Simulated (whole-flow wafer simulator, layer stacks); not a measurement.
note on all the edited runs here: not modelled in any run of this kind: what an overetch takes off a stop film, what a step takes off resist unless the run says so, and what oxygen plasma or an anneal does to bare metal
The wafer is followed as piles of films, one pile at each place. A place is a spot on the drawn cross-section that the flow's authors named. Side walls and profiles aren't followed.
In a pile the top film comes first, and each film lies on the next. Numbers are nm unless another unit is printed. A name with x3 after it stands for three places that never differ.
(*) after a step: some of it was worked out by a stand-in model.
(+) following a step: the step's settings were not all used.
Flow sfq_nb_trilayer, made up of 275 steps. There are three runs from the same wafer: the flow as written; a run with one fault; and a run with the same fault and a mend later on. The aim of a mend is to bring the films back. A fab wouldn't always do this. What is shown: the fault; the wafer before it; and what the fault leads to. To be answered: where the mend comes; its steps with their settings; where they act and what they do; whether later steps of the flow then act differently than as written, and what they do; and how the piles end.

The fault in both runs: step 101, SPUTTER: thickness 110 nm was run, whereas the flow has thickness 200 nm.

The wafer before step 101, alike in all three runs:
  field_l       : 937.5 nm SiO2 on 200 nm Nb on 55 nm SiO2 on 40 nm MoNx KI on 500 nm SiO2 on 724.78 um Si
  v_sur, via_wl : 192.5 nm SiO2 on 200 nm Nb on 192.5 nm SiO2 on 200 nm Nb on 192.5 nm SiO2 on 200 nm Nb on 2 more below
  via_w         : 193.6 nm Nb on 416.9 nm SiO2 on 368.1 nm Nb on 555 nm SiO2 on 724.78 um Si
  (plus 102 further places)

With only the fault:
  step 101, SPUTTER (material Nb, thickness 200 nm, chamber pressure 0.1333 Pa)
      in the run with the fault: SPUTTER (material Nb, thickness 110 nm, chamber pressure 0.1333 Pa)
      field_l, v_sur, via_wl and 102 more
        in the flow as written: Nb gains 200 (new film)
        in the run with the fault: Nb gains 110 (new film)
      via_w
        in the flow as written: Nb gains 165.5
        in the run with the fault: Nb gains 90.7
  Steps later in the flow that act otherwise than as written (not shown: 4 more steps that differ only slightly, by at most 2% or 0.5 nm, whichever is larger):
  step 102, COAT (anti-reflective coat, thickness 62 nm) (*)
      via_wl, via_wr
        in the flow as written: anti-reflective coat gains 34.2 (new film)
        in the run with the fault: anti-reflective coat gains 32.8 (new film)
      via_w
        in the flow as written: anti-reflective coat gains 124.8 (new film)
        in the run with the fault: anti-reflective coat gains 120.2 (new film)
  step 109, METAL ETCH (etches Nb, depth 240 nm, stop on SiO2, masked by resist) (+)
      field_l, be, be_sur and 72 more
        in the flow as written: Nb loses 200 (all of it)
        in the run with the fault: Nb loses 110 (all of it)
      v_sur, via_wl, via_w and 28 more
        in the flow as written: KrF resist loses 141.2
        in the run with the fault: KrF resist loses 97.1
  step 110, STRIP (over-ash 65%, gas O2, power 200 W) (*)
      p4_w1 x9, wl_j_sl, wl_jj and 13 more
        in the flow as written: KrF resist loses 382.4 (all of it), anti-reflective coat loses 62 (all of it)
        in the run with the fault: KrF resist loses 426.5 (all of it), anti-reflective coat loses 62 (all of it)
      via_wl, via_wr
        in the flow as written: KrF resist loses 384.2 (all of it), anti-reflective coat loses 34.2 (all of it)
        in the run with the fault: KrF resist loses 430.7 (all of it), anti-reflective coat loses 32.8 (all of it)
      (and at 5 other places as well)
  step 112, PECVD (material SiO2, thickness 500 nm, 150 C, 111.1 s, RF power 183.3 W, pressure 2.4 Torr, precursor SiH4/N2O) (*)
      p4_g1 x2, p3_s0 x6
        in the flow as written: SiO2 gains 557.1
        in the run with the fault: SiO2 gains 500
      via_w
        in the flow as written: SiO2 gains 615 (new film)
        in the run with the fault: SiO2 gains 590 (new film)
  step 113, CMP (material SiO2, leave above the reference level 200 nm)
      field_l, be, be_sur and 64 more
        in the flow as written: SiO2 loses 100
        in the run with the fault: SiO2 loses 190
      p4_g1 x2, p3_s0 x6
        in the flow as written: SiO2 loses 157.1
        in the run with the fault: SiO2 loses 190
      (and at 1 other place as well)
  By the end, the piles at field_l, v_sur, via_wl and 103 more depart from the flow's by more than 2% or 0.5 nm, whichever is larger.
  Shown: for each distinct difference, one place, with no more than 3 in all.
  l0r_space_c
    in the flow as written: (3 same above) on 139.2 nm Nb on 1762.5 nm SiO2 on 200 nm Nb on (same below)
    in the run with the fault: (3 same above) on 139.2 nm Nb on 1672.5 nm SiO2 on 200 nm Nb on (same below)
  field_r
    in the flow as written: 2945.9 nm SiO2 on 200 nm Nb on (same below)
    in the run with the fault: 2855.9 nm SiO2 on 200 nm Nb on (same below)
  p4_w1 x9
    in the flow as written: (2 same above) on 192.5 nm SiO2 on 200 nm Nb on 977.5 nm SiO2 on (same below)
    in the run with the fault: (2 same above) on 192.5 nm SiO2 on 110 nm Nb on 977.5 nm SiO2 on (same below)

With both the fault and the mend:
  After step 101 comes the mend.
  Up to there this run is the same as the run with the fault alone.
  step 101a, SPUTTER (material Nb, thickness 90 nm, chamber pressure 0.1333 Pa) (the flow's step 101 again, with other settings)
      field_l, v_sur, via_wl and 102 more
        Nb gains 90
      via_w
        Nb gains 73
  Every later step of the flow that is run acts as written, at every place that is followed, to within 2% or 0.5 nm, whichever is larger.
  The piles end only slightly different from the flow's at the places that both follow, by no more than 2% or 0.5 nm, whichever is larger.
